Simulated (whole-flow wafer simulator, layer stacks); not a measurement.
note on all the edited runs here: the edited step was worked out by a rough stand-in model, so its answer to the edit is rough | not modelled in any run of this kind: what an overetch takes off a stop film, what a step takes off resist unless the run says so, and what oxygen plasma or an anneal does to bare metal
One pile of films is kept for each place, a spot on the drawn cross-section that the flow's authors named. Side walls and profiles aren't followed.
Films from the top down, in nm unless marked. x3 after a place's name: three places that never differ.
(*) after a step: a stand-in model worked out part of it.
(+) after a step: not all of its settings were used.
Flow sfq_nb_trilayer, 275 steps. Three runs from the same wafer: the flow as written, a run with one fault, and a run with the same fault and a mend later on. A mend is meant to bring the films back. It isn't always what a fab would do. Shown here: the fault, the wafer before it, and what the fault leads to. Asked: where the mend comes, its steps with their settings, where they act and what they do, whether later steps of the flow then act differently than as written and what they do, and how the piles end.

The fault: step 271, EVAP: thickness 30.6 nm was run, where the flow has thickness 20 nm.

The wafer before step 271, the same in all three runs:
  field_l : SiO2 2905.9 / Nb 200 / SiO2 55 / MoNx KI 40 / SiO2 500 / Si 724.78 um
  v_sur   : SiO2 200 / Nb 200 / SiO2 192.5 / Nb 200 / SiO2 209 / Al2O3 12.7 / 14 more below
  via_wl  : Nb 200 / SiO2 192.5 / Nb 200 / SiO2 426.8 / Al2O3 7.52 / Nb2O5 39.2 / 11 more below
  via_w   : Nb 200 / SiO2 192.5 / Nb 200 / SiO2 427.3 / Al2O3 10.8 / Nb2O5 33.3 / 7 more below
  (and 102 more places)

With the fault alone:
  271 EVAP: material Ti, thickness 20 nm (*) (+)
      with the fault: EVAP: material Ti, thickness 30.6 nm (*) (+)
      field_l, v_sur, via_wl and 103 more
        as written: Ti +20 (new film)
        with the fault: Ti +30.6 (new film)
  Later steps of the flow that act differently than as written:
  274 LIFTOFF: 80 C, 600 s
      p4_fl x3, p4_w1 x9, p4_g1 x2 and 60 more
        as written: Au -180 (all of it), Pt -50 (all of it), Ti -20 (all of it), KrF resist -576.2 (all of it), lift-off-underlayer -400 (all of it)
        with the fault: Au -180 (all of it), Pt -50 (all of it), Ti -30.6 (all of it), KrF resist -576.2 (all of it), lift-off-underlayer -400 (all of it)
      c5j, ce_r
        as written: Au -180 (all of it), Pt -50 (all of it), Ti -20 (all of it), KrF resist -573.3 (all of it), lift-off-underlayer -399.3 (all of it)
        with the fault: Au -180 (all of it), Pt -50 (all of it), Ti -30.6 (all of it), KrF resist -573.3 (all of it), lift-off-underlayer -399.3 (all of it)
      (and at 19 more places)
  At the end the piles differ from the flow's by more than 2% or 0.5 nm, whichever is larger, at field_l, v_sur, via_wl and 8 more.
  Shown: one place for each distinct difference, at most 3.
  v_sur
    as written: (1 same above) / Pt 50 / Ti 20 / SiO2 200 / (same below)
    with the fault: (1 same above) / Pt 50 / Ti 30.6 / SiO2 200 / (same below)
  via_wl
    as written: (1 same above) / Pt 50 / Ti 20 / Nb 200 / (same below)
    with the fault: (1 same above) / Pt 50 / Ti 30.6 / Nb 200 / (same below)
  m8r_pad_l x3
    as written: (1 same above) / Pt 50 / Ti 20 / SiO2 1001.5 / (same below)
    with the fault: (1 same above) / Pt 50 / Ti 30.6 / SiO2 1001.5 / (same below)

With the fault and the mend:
  The mend comes after step 271.
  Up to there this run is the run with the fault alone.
  271a METAL ETCH: etches Ti, MoNx, depth 10.6 nm (the flow's step 190 once more, with other settings)
      field_l, v_sur, via_wl and 103 more
        Ti -10.6
  No later step of the flow acts differently than as written at any place that is followed.
  At the end the piles are the same as the flow's at every place that both follow.
